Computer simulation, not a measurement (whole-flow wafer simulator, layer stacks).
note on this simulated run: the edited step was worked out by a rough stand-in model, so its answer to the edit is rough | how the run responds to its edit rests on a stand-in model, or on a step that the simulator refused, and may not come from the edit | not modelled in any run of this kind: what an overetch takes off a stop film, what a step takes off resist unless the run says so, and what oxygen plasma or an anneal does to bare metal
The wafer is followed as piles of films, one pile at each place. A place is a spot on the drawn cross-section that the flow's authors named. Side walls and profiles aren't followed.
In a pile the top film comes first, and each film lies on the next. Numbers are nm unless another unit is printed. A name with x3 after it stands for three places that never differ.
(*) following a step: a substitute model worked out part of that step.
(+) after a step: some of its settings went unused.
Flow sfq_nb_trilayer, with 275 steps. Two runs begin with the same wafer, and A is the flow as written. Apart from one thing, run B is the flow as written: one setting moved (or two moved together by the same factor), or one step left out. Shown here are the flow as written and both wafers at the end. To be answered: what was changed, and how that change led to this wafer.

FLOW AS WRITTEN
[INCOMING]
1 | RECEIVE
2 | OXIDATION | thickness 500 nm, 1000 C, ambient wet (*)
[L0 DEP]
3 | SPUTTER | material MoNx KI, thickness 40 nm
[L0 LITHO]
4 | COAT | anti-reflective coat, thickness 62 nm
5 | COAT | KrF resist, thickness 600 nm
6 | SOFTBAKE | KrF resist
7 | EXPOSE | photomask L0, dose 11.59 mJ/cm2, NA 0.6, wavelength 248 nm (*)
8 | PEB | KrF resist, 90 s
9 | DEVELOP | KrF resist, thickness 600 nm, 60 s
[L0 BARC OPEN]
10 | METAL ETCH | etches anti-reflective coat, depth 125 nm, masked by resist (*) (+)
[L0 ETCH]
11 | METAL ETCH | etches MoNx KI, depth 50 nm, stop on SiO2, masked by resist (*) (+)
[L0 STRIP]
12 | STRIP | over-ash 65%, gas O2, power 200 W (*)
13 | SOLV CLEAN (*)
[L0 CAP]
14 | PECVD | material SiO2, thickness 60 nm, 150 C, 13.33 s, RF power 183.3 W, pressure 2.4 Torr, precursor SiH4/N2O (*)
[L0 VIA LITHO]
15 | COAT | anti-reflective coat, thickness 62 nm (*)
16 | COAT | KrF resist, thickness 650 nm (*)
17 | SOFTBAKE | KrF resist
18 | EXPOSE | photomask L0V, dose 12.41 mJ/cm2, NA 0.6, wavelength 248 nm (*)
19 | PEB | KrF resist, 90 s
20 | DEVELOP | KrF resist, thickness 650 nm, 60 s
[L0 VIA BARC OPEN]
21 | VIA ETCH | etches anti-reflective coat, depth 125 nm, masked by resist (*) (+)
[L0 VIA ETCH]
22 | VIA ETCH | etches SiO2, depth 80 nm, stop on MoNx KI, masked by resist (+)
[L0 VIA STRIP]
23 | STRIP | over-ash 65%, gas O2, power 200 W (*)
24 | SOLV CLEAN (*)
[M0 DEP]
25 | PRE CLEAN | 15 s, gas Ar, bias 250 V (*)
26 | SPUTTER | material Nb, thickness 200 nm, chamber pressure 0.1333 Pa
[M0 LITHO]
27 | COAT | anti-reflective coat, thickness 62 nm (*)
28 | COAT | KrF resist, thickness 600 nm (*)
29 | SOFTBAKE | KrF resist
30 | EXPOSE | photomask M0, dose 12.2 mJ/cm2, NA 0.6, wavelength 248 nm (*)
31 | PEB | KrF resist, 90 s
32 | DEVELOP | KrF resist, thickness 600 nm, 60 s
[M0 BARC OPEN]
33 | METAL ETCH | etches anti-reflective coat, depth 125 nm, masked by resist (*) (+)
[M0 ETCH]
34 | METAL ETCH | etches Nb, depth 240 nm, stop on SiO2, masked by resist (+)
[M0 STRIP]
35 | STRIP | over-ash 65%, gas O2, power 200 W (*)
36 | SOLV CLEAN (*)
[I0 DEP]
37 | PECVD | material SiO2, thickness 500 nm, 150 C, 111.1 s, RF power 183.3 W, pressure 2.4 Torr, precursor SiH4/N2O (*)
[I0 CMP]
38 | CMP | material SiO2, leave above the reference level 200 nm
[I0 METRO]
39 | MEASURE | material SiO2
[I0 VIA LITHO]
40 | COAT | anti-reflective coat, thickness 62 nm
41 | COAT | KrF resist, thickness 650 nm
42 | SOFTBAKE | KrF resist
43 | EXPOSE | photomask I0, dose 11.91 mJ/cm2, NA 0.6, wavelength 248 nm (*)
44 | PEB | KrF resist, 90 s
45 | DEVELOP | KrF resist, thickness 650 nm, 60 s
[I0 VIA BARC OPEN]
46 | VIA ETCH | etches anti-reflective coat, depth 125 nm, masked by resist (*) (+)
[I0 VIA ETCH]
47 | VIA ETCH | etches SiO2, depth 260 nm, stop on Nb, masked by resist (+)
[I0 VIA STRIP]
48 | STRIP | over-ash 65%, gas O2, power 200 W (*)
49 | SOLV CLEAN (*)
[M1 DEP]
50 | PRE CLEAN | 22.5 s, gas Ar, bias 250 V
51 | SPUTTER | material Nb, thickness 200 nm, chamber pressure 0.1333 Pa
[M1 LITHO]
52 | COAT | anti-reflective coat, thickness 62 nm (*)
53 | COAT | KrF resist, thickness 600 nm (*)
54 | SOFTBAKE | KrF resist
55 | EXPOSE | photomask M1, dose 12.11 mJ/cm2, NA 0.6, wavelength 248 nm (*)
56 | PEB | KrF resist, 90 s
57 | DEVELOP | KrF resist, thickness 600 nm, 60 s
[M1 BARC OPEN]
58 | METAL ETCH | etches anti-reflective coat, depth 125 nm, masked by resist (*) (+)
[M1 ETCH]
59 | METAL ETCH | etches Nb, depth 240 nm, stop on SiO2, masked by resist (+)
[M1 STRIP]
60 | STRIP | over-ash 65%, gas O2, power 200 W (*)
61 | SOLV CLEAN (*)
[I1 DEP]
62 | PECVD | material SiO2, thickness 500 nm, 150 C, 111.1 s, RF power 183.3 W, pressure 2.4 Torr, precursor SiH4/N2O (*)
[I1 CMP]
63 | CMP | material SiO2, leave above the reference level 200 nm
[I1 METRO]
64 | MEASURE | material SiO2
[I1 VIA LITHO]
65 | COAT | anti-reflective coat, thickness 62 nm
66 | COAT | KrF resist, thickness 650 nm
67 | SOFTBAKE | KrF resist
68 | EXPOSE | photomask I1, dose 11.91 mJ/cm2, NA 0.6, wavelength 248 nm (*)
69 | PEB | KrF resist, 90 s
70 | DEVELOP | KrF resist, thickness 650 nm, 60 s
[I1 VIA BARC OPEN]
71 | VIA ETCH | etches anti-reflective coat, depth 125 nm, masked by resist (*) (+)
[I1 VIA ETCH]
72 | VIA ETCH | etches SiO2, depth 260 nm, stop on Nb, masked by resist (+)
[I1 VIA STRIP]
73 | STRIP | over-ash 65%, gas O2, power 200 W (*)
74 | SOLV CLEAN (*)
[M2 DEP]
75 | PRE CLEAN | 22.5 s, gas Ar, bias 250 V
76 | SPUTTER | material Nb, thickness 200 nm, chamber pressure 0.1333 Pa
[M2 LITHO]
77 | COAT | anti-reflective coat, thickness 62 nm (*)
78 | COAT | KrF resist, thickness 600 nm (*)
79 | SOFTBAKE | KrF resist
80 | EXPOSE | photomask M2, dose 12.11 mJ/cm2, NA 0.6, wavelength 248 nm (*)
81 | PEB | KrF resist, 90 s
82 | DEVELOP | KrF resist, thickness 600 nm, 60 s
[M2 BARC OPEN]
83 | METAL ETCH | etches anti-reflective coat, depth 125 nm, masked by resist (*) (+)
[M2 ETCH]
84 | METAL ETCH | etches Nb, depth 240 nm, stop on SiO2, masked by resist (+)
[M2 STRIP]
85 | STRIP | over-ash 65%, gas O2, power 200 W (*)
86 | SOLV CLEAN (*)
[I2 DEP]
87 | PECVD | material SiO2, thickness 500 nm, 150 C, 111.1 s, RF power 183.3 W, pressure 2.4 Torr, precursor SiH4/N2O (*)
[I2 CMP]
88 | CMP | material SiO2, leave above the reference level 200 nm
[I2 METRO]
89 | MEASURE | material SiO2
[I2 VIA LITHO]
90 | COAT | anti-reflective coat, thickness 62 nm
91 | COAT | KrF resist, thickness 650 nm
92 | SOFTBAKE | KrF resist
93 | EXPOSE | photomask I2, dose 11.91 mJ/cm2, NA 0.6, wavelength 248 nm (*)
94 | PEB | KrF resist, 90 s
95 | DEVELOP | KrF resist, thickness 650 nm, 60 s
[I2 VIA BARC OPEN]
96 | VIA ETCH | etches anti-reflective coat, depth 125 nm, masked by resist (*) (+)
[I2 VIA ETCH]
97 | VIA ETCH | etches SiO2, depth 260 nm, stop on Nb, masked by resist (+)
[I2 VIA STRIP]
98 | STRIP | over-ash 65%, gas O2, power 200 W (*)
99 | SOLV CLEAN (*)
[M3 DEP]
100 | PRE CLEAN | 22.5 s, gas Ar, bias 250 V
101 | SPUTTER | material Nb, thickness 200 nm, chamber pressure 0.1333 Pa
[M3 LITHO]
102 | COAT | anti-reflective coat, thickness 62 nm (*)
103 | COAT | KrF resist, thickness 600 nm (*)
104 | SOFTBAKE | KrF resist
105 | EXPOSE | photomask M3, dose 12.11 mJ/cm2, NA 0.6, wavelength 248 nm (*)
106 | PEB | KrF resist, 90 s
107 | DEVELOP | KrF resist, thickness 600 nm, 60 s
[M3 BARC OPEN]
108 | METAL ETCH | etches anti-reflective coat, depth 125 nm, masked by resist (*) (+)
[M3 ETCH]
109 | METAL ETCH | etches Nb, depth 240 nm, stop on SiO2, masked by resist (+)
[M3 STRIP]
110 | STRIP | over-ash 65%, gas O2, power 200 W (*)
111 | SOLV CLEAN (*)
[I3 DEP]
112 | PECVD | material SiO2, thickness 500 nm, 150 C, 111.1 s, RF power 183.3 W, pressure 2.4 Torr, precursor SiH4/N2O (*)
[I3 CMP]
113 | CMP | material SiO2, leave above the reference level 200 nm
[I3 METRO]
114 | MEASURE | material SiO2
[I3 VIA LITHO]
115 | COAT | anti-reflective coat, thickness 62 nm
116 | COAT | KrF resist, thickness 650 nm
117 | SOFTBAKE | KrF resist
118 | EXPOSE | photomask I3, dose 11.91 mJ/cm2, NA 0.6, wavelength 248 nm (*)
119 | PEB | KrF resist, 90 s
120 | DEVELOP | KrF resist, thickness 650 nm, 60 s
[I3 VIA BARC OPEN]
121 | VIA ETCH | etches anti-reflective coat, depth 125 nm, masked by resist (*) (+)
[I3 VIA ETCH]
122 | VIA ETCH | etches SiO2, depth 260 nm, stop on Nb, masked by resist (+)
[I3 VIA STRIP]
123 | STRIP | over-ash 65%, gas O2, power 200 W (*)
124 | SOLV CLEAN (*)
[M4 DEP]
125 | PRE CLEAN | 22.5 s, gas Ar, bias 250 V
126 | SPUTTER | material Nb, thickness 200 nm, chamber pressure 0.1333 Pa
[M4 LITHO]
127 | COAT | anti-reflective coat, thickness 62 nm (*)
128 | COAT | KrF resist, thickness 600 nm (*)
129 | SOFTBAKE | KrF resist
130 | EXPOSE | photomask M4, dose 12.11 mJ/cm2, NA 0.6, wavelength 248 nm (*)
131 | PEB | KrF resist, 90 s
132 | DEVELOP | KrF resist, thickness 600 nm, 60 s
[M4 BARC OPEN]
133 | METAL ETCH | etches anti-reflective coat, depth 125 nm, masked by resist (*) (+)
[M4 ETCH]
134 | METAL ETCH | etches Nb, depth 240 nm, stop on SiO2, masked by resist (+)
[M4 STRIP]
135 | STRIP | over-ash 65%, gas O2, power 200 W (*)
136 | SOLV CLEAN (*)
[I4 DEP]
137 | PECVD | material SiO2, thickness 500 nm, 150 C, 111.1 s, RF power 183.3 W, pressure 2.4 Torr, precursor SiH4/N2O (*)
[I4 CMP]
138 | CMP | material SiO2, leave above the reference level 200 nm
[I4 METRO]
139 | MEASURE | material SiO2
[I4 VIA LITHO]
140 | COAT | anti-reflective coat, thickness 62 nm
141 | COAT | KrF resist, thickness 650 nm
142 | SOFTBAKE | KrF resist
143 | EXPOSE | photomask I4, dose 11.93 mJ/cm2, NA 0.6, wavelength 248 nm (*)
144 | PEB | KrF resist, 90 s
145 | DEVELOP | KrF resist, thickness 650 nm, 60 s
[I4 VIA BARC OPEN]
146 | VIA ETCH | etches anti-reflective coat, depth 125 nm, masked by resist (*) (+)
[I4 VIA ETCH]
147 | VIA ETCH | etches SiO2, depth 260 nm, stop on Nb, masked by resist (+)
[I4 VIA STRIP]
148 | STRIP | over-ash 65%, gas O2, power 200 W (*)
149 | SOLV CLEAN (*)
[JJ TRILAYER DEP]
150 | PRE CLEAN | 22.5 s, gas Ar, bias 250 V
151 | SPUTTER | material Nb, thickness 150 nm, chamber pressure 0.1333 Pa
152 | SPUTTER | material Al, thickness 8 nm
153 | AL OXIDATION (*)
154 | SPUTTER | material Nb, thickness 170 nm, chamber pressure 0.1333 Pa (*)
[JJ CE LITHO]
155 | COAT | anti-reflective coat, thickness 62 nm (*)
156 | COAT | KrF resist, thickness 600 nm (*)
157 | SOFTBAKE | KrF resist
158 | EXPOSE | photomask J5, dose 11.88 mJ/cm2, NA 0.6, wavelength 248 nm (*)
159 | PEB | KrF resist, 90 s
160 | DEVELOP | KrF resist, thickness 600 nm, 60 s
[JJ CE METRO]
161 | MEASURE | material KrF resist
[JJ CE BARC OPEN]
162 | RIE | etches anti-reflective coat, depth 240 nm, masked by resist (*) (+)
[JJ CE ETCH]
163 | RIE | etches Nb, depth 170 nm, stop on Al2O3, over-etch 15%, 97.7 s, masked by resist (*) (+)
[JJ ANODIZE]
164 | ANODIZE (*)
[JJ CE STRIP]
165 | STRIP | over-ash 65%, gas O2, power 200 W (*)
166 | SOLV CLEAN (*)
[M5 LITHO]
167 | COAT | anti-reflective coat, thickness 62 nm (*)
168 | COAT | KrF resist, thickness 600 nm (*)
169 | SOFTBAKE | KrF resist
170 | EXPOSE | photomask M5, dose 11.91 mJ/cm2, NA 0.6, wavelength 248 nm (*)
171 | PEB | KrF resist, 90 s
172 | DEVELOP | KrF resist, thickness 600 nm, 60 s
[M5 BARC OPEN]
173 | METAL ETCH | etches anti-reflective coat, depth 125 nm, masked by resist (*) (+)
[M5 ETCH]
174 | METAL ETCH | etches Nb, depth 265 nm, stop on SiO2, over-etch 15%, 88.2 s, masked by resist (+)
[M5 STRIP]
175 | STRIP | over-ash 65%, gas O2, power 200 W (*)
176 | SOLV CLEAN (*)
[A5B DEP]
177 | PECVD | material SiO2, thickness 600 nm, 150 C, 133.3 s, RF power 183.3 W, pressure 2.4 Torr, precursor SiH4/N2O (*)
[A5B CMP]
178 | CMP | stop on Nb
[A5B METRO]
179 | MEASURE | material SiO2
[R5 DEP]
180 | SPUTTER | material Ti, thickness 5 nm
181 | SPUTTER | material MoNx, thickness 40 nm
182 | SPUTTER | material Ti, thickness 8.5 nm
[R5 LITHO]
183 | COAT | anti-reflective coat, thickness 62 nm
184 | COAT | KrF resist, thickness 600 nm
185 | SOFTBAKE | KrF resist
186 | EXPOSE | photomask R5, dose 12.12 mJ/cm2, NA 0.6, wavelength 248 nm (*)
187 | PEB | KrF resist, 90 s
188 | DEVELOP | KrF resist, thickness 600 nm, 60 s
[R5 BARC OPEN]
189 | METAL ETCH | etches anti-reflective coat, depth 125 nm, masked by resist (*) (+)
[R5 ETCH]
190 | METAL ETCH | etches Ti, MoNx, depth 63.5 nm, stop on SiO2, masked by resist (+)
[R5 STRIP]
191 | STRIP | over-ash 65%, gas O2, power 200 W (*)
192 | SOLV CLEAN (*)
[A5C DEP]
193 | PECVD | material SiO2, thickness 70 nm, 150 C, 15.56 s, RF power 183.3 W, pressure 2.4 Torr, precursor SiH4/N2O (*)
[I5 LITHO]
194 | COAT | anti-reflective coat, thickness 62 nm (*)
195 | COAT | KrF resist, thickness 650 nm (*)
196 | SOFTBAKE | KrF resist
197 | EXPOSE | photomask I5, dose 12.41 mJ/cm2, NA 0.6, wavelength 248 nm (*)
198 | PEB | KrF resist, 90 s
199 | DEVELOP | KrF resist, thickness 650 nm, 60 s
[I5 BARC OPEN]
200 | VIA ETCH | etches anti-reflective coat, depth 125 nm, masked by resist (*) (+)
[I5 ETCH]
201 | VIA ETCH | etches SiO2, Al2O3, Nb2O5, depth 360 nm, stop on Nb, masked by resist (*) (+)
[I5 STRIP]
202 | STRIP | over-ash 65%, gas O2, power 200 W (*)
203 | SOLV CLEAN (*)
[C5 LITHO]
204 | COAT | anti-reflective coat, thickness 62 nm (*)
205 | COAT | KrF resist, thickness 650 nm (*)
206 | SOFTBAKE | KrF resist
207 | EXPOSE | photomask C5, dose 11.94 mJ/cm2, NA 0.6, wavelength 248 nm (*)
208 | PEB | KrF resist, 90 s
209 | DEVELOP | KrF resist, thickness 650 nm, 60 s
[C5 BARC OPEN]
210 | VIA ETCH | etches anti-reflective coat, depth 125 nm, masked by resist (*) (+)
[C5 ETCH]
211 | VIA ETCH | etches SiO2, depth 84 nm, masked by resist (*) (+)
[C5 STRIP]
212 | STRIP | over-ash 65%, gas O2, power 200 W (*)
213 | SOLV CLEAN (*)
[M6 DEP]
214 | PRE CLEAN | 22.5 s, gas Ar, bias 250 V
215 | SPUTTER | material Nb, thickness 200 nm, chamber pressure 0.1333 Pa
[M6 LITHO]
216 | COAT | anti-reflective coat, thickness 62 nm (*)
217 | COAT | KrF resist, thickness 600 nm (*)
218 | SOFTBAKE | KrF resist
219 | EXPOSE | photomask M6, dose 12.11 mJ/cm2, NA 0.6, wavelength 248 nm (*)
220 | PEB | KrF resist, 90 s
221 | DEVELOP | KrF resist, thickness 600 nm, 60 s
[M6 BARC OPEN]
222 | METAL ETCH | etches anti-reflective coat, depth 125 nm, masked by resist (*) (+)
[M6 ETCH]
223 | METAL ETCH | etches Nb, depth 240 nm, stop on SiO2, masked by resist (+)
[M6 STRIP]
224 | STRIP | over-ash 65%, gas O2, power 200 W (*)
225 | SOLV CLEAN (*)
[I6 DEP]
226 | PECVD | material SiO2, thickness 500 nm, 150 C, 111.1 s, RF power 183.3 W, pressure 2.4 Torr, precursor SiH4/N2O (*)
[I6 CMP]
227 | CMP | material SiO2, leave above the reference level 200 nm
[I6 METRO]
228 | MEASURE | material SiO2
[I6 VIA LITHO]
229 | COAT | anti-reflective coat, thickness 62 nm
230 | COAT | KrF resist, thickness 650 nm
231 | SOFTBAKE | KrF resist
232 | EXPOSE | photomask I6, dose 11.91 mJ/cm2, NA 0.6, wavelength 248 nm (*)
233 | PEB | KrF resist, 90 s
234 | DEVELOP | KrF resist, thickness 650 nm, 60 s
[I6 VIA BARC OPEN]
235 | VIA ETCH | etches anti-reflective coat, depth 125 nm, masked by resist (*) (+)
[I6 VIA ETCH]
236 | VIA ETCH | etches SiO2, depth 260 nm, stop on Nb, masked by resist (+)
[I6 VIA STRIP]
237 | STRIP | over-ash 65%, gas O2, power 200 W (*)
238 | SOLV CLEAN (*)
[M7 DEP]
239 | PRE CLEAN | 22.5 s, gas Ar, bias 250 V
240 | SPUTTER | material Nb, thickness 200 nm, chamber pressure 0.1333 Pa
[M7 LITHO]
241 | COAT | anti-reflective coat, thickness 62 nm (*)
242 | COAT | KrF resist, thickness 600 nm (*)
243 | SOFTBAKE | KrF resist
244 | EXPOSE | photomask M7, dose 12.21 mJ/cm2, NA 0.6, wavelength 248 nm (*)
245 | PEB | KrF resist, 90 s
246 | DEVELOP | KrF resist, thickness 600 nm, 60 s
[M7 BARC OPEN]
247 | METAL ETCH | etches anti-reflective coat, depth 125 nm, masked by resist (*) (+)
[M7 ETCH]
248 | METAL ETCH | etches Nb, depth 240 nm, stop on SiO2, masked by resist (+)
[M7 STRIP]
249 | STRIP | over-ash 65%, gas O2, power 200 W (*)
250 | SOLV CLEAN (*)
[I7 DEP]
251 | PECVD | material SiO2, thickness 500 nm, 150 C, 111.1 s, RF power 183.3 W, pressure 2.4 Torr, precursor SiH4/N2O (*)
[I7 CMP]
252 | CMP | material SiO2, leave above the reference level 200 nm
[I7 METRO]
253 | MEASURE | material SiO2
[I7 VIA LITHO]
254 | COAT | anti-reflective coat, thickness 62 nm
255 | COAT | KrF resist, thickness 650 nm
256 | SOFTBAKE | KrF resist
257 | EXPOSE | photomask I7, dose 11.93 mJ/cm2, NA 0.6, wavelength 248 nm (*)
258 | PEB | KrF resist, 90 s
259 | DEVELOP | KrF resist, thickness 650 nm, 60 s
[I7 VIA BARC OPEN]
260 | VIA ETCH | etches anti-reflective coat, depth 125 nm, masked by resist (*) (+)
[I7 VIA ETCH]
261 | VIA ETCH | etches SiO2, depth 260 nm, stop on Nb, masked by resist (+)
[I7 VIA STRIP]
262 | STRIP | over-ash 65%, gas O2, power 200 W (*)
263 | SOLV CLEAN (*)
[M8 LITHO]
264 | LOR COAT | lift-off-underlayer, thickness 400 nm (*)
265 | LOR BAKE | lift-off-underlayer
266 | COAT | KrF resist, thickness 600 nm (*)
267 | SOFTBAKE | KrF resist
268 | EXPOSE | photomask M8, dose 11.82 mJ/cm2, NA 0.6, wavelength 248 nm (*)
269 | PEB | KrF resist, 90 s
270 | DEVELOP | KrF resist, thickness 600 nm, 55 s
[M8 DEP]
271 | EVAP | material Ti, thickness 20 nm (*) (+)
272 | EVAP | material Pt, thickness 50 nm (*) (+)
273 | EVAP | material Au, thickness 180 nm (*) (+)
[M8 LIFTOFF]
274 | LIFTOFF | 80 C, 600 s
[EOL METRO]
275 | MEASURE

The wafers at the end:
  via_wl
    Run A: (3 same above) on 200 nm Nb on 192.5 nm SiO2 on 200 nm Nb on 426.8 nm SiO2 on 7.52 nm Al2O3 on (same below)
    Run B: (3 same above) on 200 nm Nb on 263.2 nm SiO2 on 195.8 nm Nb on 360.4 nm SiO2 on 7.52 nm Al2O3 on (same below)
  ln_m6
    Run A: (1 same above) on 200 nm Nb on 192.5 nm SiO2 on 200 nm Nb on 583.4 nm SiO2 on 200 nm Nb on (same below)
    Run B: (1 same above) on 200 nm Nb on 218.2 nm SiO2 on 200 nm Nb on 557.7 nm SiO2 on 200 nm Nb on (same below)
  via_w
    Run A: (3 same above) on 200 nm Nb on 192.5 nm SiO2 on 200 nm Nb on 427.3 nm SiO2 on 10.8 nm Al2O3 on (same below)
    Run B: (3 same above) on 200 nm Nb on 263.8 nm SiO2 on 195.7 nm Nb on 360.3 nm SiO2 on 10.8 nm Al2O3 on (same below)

What caused this: step 177, PECVD: thickness 315 nm was run, though the flow has thickness 600 nm; step 177, PECVD: 70 s was run, where the flow has 133.3 s.

How this came from the change, step by step:
  177 | PECVD | material SiO2, thickness 600 nm, 150 C, 133.3 s, RF power 183.3 W, pressure 2.4 Torr, precursor SiH4/N2O (*)
      v_sur, via_sp, via_v and 47 more: A +600 SiO2 (new film) | B +315 SiO2 (new film)
      field_l, p4_fl, p4_fm and 39 more: A +600 SiO2 | B +315 SiO2
      (as well as at 14 more places)
  178 | CMP | stop on Nb
      field_l, p4_fl, p4_fm and 39 more: A -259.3 SiO2 | B nothing
      r_sur, res, r_end, moat, field_r, lsp_l: A -252.3 SiO2 | B nothing
      (as well as at 58 more places)
  180 | SPUTTER | material Ti, thickness 5 nm
      via_wl, via_wr: A +5 Ti (new film) | B +4.25 Ti (new film)
  181 | SPUTTER | material MoNx, thickness 40 nm
      via_wl, via_wr: A +40 MoNx (new film) | B +34.5 MoNx (new film)
      r_sur: A +40 MoNx (new film) | B +39 MoNx (new film)
  182 | SPUTTER | material Ti, thickness 8.5 nm
      via_wl, via_wr: A +8.5 Ti (new film) | B +7.12 Ti (new film)
  183 | COAT | anti-reflective coat, thickness 62 nm
      be, jj_sur, ce_l, c5j, wl_j_sl, wl_jj: A +62 anti-reflective coat (new film) | B +60.3 anti-reflective coat (new film)
      wire, ce_r, sp_r: A +62 anti-reflective coat (new film) | B +60.2 anti-reflective coat (new film)
      (as well as at 35 more places)
  184 | COAT | KrF resist, thickness 600 nm
      v_sur, ln_m5: A +600 KrF resist (new film) | B +587 KrF resist (new film)
      via_w: A +600 KrF resist (new film) | B +626.5 KrF resist (new film)
      (as well as at 2 more places)
  188 | DEVELOP | KrF resist, thickness 600 nm, 60 s
      v_sur, ln_m5: A -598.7 KrF resist (all of it) | B -585.8 KrF resist (all of it)
      via_w: A -598.7 KrF resist (all of it) | B -625.2 KrF resist (all of it)
      (as well as at 2 more places)
  189 | METAL ETCH | etches anti-reflective coat, depth 125 nm, masked by resist (*) (+)
      be_r, r_sur, res, r_end, r5r_line_l, r5r_line_c, r5r_line_r: A -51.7 KrF resist | B -56.6 KrF resist
      be, jj_sur, ce_l, c5j, wl_j_sl, wl_jj: A -62 anti-reflective coat (all of it) | B -60.3 anti-reflective coat (all of it)
      (as well as at 35 more places)
  190 | METAL ETCH | etches Ti, MoNx, depth 63.5 nm, stop on SiO2, masked by resist (+)
      via_wl, via_wr: A -8.5 Ti (all of it), -40 MoNx (all of it), -5 Ti (all of it) | B -7.12 Ti (all of it), -34.5 MoNx (all of it), -4.25 Ti (all of it)
  191 | STRIP | over-ash 65%, gas O2, power 200 W (*)
      be_r: A -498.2 KrF resist (all of it), -62 anti-reflective coat (all of it) | B -484.4 KrF resist (all of it), -57.9 anti-reflective coat (all of it)
      r_sur: A -498.2 KrF resist (all of it), -62 anti-reflective coat (all of it) | B -496.9 KrF resist (all of it), -71.3 anti-reflective coat (all of it)
      (as well as at 1 more place)
  194 | COAT | anti-reflective coat, thickness 62 nm (*)
      wl_b_sr, wl_e_sl, wl_e_sr: A +62 anti-reflective coat (new film) | B +64.4 anti-reflective coat (new film)
      wl_b_sl, wl_g_sl: A +62 anti-reflective coat (new film) | B +64.5 anti-reflective coat (new film)
      (as well as at 39 more places)
  195 | COAT | KrF resist, thickness 650 nm (*)
      v_sur: A +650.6 KrF resist (new film) | B +637.2 KrF resist (new film)
      via_w: A +650.6 KrF resist (new film) | B +676.3 KrF resist (new film)
      (as well as at 1 more place)
  200 | VIA ETCH | etches anti-reflective coat, depth 125 nm, masked by resist (*) (+)
      field_l, v_sur, via_wl and 102 more: A -52 KrF resist | B -50.6 KrF resist
      be: A -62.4 anti-reflective coat (all of it), -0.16 SiO2 | B -60.7 anti-reflective coat (all of it), -0.15 SiO2
  202 | STRIP | over-ash 65%, gas O2, power 200 W (*)
      wl_b_sr, wl_e_sr: A -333 KrF resist (all of it), -62 anti-reflective coat (all of it) | B -336.8 KrF resist (all of it), -64.4 anti-reflective coat (all of it)
      m5r_space_l, m5r_space_r: A -333.1 KrF resist (all of it), -62 anti-reflective coat (all of it) | B -340.6 KrF resist (all of it), -67.7 anti-reflective coat (all of it)
      (as well as at 40 more places)
  204 | COAT | anti-reflective coat, thickness 62 nm (*)
      wl_b_sr, wl_e_sl, wl_e_sr: A +62 anti-reflective coat (new film) | B +64.4 anti-reflective coat (new film)
      wl_b_sl, wl_g_sl: A +62 anti-reflective coat (new film) | B +64.5 anti-reflective coat (new film)
      (as well as at 39 more places)
  ... 9 other steps ...
  227 | CMP | material SiO2, leave above the reference level 200 nm
      field_l, p4_fl, p4_fm and 35 more: A -100 SiO2 | B -74.3 SiO2
      ln_m6, wl_a_m6, wl_c_m6, wl_f_m6: A -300 SiO2 | B -274.3 SiO2
      (as well as at 14 more places)
